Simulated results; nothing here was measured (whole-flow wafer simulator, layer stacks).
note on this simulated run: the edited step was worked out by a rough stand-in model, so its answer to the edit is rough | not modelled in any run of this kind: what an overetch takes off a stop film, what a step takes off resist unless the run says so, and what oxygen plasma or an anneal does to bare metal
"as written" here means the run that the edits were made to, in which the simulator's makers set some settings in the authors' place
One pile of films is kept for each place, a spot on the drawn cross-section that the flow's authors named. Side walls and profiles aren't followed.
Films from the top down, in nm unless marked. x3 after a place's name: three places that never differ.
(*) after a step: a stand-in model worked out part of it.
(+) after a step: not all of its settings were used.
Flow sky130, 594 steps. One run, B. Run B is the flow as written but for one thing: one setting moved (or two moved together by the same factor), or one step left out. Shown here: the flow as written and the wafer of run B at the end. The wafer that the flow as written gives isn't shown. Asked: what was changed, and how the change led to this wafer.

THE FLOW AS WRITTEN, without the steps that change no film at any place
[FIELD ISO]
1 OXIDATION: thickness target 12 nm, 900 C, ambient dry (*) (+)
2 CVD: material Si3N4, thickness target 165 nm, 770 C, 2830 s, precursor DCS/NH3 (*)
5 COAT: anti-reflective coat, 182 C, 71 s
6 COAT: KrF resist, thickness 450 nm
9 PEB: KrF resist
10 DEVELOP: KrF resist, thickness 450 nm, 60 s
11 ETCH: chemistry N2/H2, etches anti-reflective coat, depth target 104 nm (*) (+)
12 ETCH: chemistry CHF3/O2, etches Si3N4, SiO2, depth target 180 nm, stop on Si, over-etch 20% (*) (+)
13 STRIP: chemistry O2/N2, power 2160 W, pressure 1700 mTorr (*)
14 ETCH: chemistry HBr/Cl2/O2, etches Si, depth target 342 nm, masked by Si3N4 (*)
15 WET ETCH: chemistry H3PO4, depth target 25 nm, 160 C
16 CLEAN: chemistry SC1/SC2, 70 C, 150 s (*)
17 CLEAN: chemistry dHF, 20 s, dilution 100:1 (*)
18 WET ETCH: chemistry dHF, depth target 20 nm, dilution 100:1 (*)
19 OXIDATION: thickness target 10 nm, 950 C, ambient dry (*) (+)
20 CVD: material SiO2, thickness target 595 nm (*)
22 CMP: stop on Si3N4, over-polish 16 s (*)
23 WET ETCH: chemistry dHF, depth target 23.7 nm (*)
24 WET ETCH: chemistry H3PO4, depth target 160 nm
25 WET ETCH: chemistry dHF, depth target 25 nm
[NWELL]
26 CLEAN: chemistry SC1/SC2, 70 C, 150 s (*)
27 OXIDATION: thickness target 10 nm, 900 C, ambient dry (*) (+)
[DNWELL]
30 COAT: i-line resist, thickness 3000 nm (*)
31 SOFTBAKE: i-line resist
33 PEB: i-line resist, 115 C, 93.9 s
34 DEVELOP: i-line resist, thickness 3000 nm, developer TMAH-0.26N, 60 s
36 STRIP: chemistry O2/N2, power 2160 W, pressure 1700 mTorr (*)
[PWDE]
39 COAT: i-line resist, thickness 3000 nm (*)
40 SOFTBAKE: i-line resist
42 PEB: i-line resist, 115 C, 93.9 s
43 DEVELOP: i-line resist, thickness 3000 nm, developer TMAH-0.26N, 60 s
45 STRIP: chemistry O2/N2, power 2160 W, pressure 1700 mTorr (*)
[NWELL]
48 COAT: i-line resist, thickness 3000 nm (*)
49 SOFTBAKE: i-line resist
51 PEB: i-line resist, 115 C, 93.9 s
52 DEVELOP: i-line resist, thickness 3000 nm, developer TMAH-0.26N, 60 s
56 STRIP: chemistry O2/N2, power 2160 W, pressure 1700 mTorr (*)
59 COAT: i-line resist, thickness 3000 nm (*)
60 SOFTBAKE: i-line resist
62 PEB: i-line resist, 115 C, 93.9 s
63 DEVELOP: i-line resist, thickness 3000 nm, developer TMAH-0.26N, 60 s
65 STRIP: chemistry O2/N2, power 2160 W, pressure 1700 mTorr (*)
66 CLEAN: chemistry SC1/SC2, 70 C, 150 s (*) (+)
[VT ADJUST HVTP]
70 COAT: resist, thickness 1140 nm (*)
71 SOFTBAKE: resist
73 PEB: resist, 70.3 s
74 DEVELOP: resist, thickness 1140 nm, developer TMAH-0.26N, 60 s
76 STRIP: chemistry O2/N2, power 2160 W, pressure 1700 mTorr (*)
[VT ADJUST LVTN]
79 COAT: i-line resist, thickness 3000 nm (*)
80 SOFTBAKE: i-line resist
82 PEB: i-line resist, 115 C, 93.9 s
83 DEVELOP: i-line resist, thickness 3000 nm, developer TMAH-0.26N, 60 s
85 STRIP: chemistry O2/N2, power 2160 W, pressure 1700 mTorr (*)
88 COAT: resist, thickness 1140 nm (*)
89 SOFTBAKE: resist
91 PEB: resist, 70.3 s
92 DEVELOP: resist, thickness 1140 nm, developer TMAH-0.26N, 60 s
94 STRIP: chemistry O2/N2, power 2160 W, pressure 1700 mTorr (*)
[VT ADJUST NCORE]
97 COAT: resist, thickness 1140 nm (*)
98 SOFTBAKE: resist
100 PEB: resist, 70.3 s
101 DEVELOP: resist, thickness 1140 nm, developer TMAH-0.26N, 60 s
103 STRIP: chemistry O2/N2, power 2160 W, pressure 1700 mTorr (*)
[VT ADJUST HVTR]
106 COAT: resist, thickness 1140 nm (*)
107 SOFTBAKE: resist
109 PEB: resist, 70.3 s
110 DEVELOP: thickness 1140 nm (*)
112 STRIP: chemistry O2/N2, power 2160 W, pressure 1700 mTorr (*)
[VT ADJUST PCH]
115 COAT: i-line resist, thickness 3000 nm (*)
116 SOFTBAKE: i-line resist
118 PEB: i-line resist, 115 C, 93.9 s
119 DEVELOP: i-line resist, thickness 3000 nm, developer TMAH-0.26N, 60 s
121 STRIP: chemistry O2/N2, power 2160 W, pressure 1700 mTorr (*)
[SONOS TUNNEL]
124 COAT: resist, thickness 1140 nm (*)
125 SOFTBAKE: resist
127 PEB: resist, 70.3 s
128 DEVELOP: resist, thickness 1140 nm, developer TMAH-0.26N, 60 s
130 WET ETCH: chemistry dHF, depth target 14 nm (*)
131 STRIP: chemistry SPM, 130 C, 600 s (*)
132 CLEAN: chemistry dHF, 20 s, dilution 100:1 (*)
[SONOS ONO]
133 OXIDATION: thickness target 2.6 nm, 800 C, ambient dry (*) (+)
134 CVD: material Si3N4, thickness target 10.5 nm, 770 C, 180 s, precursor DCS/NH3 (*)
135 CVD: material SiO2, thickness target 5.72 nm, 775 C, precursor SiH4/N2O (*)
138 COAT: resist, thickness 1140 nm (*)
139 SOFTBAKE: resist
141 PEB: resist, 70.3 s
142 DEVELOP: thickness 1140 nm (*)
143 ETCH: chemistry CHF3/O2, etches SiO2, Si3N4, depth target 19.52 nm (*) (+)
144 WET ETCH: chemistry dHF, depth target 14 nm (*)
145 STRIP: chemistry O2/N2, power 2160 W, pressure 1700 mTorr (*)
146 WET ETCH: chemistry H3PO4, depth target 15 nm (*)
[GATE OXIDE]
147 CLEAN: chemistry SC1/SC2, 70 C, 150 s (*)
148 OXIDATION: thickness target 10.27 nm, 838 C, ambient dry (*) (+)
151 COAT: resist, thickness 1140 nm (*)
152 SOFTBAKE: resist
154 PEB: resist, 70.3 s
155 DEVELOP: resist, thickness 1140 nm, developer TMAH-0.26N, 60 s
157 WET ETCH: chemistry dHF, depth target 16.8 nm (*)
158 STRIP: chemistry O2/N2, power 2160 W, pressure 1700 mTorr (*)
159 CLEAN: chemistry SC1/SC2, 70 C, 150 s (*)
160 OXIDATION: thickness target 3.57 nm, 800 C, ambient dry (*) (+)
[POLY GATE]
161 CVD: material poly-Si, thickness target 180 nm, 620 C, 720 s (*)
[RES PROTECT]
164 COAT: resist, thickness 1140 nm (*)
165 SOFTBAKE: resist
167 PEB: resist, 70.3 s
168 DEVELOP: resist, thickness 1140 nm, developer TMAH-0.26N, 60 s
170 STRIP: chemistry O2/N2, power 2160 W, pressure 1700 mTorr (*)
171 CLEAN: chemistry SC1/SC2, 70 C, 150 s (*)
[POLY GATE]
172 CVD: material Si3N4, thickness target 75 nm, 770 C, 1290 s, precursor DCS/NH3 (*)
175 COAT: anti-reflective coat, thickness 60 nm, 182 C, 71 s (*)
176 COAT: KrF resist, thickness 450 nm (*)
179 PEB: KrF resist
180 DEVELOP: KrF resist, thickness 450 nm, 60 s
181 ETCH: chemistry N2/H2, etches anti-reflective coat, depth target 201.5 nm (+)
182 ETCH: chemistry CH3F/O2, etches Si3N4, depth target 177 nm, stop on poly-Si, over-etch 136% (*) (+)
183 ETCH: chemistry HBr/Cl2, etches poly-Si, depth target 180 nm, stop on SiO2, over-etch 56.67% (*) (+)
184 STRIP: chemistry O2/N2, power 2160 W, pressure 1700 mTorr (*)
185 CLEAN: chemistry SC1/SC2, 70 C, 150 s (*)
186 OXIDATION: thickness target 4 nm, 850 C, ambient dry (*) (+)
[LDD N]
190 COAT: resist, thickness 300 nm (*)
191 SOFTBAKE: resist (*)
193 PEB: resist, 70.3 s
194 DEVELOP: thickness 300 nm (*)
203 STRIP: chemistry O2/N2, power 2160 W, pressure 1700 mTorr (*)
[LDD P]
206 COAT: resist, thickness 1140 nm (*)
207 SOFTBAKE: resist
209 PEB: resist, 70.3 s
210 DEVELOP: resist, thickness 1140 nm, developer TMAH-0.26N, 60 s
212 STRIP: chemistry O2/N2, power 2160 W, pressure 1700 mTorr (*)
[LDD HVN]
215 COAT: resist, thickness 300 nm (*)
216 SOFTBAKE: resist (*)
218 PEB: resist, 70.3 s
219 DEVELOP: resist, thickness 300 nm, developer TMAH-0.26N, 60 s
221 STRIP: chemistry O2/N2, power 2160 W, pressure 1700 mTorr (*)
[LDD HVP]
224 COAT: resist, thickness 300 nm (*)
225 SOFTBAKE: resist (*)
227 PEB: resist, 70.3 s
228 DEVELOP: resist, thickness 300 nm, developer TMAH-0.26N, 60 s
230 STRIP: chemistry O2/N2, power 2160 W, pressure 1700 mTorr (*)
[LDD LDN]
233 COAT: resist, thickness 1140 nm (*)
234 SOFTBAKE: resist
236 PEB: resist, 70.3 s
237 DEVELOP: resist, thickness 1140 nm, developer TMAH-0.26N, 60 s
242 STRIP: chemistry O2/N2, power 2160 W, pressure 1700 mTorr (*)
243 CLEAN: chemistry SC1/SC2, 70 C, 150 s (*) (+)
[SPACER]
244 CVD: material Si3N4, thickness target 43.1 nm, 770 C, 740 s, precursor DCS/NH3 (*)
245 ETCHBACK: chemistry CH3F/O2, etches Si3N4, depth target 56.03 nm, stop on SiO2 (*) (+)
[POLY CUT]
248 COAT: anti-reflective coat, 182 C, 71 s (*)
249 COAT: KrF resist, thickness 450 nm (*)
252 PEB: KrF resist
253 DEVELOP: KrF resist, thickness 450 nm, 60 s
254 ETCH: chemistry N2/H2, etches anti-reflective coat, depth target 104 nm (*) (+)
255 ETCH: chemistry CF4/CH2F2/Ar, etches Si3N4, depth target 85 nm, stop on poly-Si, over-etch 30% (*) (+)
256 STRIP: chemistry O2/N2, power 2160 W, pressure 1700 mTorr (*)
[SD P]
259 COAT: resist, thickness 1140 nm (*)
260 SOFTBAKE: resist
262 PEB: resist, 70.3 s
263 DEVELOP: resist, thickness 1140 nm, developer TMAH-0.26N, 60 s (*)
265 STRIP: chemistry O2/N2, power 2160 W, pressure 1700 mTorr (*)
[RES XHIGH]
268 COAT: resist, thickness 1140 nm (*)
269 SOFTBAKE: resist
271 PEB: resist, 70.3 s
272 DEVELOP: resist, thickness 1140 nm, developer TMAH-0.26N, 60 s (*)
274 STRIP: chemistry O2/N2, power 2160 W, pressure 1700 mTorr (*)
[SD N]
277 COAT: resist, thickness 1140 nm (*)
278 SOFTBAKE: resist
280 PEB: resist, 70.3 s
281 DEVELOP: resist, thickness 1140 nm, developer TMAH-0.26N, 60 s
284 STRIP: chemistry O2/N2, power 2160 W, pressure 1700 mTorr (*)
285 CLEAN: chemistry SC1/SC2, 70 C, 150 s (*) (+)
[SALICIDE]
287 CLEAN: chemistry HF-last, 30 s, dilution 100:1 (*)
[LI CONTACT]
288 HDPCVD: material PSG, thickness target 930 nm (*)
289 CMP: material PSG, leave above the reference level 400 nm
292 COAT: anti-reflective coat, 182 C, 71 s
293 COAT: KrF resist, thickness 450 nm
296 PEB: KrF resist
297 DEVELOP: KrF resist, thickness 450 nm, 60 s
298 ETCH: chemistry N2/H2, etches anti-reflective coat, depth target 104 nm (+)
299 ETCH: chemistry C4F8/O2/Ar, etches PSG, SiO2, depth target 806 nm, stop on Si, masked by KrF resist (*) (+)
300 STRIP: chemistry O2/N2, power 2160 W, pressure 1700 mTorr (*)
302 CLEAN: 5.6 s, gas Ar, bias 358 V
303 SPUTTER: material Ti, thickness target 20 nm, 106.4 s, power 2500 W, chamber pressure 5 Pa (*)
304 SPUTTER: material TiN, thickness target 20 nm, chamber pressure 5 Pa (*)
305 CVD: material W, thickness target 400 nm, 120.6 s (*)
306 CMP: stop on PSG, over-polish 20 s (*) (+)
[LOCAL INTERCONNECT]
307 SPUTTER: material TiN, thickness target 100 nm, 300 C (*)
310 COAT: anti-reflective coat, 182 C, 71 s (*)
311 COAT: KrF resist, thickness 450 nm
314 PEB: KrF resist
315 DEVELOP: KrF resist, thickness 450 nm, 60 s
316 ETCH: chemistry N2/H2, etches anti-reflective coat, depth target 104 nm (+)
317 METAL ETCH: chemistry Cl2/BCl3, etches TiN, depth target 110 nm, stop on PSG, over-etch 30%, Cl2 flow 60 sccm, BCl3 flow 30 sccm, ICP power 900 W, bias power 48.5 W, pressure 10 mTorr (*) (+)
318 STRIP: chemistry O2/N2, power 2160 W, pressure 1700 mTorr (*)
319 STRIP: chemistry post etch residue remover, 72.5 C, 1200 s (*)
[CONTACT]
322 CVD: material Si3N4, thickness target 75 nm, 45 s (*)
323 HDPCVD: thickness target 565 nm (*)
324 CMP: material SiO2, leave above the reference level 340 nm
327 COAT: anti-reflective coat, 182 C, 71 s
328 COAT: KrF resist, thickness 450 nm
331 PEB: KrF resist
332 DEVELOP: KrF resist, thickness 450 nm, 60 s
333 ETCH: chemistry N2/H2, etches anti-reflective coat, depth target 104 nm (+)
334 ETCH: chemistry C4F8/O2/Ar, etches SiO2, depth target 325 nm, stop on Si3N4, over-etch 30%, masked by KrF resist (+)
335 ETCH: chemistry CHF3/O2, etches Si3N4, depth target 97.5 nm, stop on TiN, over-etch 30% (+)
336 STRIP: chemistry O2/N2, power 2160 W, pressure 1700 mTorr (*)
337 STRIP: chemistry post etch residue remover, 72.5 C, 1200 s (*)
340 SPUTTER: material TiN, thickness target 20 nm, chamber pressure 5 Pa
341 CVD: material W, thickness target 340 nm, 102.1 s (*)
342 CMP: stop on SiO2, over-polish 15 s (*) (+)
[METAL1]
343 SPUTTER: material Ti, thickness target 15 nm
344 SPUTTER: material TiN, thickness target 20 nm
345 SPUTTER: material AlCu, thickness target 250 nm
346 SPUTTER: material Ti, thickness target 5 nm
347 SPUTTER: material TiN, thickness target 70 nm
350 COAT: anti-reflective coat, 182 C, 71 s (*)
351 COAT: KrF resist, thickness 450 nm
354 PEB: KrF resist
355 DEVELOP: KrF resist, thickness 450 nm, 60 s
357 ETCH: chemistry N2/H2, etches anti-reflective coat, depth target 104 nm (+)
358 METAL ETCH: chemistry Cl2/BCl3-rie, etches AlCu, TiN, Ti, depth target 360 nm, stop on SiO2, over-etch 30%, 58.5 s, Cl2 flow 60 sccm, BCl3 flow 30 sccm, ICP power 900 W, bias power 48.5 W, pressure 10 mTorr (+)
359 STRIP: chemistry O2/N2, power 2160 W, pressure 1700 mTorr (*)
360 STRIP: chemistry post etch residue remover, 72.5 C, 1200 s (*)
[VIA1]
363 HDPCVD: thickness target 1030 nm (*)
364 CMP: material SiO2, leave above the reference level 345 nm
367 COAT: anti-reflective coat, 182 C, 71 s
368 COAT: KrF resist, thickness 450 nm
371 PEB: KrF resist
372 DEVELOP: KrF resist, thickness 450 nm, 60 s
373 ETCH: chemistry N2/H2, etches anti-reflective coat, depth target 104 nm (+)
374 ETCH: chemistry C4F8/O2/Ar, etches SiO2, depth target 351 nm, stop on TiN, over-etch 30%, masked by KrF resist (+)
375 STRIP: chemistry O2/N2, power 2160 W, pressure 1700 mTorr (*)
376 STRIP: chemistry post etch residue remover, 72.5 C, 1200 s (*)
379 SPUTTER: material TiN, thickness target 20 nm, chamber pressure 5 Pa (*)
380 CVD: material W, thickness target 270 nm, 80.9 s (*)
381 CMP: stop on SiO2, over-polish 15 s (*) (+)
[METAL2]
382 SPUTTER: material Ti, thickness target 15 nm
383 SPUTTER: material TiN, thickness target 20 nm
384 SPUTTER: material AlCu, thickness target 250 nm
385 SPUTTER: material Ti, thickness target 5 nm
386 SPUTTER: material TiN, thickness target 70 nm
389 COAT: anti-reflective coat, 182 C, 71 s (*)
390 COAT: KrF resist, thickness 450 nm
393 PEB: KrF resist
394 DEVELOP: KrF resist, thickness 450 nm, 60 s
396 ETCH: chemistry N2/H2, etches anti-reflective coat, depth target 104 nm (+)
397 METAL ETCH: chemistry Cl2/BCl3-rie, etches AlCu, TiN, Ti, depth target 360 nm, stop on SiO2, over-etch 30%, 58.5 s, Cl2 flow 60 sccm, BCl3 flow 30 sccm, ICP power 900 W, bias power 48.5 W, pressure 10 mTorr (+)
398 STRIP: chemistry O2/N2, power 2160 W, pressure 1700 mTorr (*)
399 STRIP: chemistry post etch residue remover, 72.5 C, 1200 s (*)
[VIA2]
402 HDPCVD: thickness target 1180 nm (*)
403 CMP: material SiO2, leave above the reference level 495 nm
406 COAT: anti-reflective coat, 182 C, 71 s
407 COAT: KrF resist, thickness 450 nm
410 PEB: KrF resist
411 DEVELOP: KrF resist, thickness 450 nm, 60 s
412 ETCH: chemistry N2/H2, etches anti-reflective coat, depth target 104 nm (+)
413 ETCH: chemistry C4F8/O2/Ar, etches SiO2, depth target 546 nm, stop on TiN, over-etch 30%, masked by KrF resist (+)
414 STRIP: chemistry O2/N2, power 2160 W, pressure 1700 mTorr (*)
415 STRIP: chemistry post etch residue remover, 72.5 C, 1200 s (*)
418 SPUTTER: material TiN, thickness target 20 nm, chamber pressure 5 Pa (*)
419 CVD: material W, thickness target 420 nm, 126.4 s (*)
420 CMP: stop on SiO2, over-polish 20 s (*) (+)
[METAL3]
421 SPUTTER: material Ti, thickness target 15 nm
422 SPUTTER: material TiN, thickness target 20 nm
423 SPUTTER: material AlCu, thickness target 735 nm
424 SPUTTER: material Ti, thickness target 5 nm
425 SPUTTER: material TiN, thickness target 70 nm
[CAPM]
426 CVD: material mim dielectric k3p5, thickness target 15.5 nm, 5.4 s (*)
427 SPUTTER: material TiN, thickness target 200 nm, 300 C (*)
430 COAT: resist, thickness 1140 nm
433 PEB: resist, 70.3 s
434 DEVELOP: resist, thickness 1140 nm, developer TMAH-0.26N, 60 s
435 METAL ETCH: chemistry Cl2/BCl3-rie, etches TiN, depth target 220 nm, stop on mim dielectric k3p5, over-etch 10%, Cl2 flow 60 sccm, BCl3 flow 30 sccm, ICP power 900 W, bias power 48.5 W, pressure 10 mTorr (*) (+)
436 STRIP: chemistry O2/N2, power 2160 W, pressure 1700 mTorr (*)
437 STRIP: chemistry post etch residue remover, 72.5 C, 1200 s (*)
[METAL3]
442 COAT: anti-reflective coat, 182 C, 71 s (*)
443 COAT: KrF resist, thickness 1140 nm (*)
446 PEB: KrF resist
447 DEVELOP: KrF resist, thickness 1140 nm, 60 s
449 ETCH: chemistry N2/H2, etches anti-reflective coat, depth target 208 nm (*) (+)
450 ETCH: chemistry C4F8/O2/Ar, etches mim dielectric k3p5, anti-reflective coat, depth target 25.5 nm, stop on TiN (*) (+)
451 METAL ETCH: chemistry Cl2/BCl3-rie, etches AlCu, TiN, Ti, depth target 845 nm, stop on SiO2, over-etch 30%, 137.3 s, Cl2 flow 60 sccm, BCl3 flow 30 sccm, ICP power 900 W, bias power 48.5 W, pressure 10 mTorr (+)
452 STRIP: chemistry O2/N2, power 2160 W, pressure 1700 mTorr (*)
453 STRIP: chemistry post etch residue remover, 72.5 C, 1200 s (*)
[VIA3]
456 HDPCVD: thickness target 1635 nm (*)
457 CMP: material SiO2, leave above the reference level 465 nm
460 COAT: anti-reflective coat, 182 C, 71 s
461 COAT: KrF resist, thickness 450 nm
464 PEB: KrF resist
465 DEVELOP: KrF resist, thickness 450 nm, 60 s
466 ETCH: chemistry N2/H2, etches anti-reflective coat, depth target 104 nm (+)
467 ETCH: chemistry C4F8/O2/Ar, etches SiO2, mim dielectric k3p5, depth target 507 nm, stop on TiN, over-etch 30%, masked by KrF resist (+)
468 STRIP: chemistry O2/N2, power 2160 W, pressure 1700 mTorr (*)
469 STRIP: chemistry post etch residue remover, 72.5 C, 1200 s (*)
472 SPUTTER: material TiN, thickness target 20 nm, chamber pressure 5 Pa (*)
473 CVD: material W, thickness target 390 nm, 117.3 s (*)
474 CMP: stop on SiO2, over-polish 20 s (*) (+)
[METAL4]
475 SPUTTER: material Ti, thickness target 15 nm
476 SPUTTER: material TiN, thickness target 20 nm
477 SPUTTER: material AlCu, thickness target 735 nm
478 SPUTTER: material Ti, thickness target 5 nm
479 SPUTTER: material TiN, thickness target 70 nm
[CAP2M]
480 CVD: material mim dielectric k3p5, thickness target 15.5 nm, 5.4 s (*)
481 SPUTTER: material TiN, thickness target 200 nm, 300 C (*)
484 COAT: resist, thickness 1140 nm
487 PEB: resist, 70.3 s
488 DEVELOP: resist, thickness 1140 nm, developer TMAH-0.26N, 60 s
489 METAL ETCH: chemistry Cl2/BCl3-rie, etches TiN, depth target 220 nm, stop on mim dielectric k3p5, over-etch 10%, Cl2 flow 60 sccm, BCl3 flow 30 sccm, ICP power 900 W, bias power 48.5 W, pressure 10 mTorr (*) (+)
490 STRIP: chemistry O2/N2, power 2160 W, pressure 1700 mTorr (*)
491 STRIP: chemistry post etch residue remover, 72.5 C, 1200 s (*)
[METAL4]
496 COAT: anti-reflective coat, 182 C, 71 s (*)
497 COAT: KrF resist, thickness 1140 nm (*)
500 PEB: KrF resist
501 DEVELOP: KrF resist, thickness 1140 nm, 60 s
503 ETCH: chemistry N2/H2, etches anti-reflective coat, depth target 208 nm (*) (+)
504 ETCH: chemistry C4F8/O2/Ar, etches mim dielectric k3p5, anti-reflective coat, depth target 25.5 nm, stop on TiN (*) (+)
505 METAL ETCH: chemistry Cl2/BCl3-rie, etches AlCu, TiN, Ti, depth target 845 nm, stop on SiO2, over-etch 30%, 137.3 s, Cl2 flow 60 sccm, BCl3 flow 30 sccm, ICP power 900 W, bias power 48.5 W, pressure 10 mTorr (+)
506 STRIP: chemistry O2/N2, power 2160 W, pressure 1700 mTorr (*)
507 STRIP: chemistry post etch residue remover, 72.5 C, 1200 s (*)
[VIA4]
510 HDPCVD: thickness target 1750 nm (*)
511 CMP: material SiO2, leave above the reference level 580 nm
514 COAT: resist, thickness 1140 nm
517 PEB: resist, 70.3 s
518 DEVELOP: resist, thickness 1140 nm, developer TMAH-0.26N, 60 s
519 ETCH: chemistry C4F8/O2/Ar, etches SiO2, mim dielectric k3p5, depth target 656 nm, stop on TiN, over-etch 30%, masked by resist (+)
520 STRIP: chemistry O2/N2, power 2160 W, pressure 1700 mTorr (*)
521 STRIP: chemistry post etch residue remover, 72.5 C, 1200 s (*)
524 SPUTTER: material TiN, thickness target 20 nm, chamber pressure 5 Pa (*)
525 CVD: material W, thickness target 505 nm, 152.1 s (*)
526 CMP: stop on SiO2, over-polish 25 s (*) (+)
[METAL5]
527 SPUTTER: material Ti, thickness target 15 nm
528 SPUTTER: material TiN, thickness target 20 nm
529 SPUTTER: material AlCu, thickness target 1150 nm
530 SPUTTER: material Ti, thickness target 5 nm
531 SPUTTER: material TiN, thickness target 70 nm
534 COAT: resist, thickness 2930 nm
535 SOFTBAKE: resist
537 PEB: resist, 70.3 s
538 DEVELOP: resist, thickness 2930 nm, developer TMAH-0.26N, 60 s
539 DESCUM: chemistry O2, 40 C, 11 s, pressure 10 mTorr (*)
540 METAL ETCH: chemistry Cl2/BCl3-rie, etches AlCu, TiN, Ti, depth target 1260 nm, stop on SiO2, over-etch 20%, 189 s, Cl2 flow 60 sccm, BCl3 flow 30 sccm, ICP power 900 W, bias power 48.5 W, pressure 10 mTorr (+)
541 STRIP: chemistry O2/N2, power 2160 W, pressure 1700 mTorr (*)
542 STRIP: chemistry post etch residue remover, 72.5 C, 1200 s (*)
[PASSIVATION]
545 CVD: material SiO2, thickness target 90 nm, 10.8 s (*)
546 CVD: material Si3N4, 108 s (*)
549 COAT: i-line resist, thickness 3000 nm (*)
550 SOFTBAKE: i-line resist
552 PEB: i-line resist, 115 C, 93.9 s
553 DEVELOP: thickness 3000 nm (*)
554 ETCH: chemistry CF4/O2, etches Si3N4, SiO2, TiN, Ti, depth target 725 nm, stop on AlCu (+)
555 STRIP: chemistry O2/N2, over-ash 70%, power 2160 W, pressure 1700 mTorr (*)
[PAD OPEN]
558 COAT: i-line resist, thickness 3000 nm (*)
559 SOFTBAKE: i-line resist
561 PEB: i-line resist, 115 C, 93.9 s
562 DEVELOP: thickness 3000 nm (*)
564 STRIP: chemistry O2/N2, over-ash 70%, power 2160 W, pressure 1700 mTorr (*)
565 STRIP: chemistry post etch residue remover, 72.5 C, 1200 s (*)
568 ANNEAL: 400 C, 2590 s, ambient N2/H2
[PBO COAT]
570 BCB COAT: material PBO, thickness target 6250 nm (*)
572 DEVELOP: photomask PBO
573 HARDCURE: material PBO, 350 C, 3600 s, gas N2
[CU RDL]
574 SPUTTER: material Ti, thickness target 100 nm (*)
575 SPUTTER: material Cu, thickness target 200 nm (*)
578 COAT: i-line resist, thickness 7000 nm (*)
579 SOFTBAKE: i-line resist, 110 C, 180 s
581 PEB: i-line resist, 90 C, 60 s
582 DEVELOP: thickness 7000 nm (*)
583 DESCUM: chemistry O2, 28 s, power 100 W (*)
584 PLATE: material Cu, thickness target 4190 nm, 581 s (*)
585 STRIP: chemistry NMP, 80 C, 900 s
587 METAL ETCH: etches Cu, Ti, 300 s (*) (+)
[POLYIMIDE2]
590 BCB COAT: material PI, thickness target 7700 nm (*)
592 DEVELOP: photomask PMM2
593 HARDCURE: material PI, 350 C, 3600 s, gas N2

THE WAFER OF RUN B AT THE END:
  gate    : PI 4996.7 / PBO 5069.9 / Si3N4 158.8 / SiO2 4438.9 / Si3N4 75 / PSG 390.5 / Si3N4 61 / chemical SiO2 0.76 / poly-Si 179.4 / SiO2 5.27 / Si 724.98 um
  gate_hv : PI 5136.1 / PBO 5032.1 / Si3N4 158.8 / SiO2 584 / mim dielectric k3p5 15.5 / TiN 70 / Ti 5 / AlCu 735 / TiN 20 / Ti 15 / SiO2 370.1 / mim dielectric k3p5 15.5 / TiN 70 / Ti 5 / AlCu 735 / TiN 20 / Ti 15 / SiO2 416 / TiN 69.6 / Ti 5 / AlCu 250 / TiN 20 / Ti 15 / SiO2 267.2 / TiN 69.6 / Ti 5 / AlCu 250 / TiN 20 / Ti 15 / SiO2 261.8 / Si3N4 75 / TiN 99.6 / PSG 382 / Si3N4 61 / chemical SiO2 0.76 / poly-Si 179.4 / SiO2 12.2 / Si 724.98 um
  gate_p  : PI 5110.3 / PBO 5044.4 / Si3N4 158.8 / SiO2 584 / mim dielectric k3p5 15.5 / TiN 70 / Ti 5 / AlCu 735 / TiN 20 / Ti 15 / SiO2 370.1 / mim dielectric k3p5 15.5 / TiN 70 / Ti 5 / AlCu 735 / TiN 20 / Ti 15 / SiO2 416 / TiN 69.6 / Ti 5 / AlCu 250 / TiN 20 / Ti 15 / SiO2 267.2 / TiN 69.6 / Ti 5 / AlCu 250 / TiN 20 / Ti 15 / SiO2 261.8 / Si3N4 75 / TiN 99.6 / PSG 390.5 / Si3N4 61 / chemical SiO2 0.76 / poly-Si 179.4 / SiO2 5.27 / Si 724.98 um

The cause: step 160, OXIDATION: thickness target 5.27 nm was run, where the flow has thickness target 3.57 nm.
It can be read off the wafer: gate has SiO2 5.27, and step 160 as written asks for 3.57 nm.

How the change led to this, step by step:
  160 OXIDATION: thickness target 3.57 nm, 800 C, ambient dry (*) (+)
      active, n_well, p_well and 58 more: SiO2 +5.27 (new film), chemical SiO2 -0.76 (all of it), Si -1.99 (as written it would be: SiO2 +3.57 (new film), chemical SiO2 -0.76 (all of it), Si -1.24)
      gate_hv, m1, pad and 37 more: SiO2 +2.22, Si -0.98 (as written it would be: SiO2 +0.85, Si -0.37)
  248 COAT: anti-reflective coat, 182 C, 71 s (*)
      m1: anti-reflective coat +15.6 (new film) (as written it would be: anti-reflective coat +16.3 (new film))
      gate_lg05: anti-reflective coat +18 (new film) (as written it would be: anti-reflective coat +18.6 (new film))
  256 STRIP: chemistry O2/N2, power 2160 W, pressure 1700 mTorr (*)
      m1: KrF resist -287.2 (all of it), anti-reflective coat -15.6 (all of it) (as written it would be: KrF resist -287.2 (all of it), anti-reflective coat -16.3 (all of it))
      gate_lg05: KrF resist -307.1 (all of it), anti-reflective coat -18 (all of it) (as written it would be: KrF resist -307 (all of it), anti-reflective coat -18.6 (all of it))
  299 ETCH: chemistry C4F8/O2/Ar, etches PSG, SiO2, depth target 806 nm, stop on Si, masked by KrF resist (*) (+)
      contact, ndiff_licon, ndiff_licon_cpp: PSG -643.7 (all of it), SiO2 -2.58 (all of it) (as written it would be: PSG -643.6 (all of it), SiO2 -1.16 (all of it))
  306 CMP: stop on PSG, over-polish 20 s (*) (+)
      poly_licon: W -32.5 (as written it would be: W -33.3)
